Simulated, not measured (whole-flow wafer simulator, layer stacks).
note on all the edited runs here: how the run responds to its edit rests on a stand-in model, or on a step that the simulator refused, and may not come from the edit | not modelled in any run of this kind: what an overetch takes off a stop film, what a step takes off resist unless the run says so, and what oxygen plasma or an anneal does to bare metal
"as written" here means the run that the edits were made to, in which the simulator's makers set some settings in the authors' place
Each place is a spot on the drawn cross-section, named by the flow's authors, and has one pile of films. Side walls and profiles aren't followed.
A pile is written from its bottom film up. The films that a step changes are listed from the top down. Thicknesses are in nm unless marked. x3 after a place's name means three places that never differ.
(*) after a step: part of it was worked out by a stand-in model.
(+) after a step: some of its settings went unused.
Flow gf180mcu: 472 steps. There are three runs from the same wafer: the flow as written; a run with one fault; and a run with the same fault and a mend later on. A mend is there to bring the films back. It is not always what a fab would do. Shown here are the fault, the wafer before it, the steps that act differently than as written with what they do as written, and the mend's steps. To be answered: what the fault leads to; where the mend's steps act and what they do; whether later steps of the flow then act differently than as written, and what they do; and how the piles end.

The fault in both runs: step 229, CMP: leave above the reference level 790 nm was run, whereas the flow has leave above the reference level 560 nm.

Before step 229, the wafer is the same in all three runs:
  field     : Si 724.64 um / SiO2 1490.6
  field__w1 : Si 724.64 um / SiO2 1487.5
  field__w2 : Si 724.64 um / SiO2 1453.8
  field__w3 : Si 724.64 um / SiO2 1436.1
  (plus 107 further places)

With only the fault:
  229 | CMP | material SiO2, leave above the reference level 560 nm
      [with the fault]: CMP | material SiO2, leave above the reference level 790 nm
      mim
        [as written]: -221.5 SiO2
        [with the fault]: nothing
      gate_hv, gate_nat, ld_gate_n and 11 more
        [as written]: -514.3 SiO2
        [with the fault]: -284.3 SiO2
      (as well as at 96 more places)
  Steps later in the flow that act otherwise than as written (3 other steps are not shown; they differ only slightly, by no more than 2% or 0.5 nm, whichever is larger):
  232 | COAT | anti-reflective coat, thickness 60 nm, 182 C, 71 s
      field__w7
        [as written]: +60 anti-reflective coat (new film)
        [with the fault]: +58 anti-reflective coat (new film)
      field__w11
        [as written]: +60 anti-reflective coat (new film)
        [with the fault]: +57.9 anti-reflective coat (new film)
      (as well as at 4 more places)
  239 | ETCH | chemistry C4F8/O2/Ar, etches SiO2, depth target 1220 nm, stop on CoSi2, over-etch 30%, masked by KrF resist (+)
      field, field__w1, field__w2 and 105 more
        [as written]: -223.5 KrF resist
        [with the fault]: -244 KrF resist
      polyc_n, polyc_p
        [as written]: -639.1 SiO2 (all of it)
        [with the fault]: -869.1 SiO2 (all of it)
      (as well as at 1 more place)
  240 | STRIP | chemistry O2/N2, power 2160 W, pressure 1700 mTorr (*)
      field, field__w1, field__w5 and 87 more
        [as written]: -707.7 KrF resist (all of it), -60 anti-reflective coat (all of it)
        [with the fault]: -687.2 KrF resist (all of it), -60 anti-reflective coat (all of it)
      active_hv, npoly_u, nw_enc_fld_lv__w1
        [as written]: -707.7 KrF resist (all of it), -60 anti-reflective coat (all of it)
        [with the fault]: -686.9 KrF resist (all of it), -60.1 anti-reflective coat (all of it)
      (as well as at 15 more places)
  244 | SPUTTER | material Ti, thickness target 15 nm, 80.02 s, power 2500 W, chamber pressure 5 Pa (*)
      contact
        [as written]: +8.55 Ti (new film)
        [with the fault]: +7.48 Ti (new film)
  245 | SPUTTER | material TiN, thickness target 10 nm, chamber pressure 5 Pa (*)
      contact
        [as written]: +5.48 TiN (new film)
        [with the fault]: +4.81 TiN (new film)
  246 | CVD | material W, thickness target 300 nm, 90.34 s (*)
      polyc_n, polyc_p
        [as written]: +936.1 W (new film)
        [with the fault]: +1166.1 W (new film)
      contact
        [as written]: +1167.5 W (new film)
        [with the fault]: +1399.2 W (new film)
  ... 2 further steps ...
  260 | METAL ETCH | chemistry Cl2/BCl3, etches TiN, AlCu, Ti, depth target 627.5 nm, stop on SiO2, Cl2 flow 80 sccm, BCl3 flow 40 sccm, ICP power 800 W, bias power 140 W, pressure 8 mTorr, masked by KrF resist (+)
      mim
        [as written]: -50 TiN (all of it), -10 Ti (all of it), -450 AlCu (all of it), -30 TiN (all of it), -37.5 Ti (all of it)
        [with the fault]: -50 TiN (all of it), -10 Ti (all of it), -450 AlCu (all of it), -30 TiN (all of it), -42.7 Ti (all of it)
  At field, field__w1, field__w2 and 109 more, the piles at the end differ from the flow's by more than 2% or 0.5 nm, whichever is larger.
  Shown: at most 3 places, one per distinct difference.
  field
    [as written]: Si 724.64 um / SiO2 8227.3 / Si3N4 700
    [with the fault]: Si 724.64 um / SiO2 8457.2 / Si3N4 700
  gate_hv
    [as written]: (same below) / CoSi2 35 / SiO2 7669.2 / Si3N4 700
    [with the fault]: (same below) / CoSi2 35 / SiO2 7899.1 / Si3N4 700
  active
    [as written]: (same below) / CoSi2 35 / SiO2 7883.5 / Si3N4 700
    [with the fault]: (same below) / CoSi2 35 / SiO2 8113.5 / Si3N4 700

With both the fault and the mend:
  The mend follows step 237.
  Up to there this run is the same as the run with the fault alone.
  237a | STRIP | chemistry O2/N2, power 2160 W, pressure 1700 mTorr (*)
      field, field__w1, field__w5 and 87 more
        -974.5 KrF resist (all of it), -60 anti-reflective coat (all of it)
      contact, polyc_n, polyc_p
        -60 anti-reflective coat (all of it)
      field__w2, field__w6
        -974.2 KrF resist (all of it), -60 anti-reflective coat (all of it)
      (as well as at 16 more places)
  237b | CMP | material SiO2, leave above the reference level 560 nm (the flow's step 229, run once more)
      field, field__w1, field__w2 and 107 more
        -230 SiO2
      mim
        -221.5 SiO2
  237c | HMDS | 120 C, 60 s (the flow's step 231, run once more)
      alters no film at any place that is followed
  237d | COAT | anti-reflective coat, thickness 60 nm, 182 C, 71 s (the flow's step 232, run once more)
      field, field__w1, field__w2 and 108 more
        +60 anti-reflective coat (new film)
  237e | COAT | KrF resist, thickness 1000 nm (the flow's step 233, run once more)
      field, field__w1, field__w2 and 108 more
        +1000 KrF resist (new film)
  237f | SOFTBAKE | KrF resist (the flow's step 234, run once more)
      alters no film at any place that is followed
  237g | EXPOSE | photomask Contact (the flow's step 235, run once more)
      alters no film at any place that is followed
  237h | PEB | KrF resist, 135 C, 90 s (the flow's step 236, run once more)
      field, field__w1, field__w2 and 108 more
        -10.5 KrF resist
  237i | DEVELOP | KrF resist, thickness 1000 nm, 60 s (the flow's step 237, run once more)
      field, field__w1, field__w2 and 105 more
        -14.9 KrF resist
      contact, polyc_n, polyc_p
        -989.5 KrF resist (all of it)
  Later steps of the flow that are run all act as written at every place that is followed.
  At every place that both follow, the piles at the end match the flow's.
